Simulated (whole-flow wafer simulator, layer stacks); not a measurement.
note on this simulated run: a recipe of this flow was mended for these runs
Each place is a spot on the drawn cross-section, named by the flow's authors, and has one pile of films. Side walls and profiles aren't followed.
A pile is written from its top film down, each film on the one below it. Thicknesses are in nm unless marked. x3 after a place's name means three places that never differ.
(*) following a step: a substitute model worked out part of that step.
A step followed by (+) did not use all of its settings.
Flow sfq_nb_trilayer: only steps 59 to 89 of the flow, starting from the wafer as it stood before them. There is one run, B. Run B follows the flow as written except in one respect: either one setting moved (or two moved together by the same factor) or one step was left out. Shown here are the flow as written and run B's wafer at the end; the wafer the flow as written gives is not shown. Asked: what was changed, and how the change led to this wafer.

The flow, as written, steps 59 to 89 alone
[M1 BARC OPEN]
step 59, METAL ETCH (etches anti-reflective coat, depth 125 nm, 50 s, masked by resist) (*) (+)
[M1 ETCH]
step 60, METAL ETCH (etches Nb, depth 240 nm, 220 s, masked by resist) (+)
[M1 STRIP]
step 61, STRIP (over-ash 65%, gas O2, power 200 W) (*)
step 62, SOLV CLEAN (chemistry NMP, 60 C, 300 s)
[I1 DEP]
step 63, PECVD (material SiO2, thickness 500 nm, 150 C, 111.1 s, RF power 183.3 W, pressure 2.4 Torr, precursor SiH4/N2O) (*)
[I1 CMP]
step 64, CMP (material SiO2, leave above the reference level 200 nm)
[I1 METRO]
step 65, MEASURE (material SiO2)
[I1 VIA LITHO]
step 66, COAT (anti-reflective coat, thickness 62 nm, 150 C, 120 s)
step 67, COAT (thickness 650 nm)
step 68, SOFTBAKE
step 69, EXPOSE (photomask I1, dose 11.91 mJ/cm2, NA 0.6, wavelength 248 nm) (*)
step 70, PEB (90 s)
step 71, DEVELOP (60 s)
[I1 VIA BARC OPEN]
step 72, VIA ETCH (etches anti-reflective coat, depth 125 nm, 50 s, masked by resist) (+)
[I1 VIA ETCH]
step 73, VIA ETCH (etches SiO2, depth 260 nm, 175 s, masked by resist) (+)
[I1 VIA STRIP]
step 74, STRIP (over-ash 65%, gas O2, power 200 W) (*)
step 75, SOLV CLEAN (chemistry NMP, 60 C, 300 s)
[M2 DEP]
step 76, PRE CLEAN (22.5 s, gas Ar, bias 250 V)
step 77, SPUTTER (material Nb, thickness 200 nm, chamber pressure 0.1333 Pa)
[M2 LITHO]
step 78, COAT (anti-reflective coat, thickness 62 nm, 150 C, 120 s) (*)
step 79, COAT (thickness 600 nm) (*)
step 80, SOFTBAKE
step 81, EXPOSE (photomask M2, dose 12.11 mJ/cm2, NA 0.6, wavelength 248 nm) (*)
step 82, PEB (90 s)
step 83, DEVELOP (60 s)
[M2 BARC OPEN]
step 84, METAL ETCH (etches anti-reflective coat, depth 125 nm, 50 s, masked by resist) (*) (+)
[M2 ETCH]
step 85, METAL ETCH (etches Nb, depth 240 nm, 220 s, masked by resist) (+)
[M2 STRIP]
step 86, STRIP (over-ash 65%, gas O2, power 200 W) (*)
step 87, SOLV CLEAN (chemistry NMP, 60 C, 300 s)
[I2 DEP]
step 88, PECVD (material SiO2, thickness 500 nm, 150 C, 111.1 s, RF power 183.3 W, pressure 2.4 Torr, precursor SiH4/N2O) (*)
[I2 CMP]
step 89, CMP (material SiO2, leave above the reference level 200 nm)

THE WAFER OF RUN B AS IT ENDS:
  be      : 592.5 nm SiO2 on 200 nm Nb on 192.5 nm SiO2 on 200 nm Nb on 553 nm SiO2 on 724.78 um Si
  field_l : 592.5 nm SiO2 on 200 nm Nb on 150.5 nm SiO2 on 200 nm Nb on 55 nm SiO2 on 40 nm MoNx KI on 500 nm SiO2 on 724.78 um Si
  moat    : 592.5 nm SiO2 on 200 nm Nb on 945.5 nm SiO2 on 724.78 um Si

The reason: step 60, METAL ETCH: etches Nb, depth 240 nm, 220 s, masked by resist (+), was omitted.

The path from the change to this, step by step:
  step 61, STRIP (over-ash 65%, gas O2, power 200 W) (*)
      wl_j_sl x15, wl_d_m1: KrF-resist-other-grade loses 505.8 (all of it), anti-reflective coat loses 62 (all of it) (as written it would have been: KrF-resist-other-grade loses 364.6 (all of it), anti-reflective coat loses 62 (all of it))
      v_sur: KrF-resist-other-grade loses 503 (all of it), anti-reflective coat loses 45.6 (all of it) (as written it would have been: KrF-resist-other-grade loses 361.9 (all of it), anti-reflective coat loses 45.6 (all of it))
      (and at 7 other places as well)
  step 63, PECVD (material SiO2, thickness 500 nm, 150 C, 111.1 s, RF power 183.3 W, pressure 2.4 Torr, precursor SiH4/N2O) (*)
      field_l, be, be_sur and 72 more: SiO2 gains 500 (new film) (as written it would have been: SiO2 gains 500)
      lsp_m, ln_m6, lsp_r, l0_sur, l0v: SiO2 gains 500 (new film) (as written it would have been: SiO2 gains 494.8)
      (and at 2 other places as well)
  step 64, CMP (material SiO2, leave above the reference level 200 nm)
      field_l, be, be_sur and 72 more: SiO2 loses 300 (as written it would have been: SiO2 loses 96)
      lsp_m, ln_m6, lsp_r, l0_sur, l0v: SiO2 loses 300 (as written it would have been: SiO2 loses 90.8)
      (and at 2 other places as well)
If metal films that touch count as one body, be has 2 bodies (between them, from the top down: SiO2 192.5); the flow as written gives 1 body.
If metal films that touch count as one body, field_l has 3 bodies (between them, from the top down: SiO2 150.5; SiO2 55); the flow as written gives 2 bodies (between them, from the top down: SiO2 55).
If metal films that touch count as one body, moat has 1 body; the flow as written gives 0 bodies.
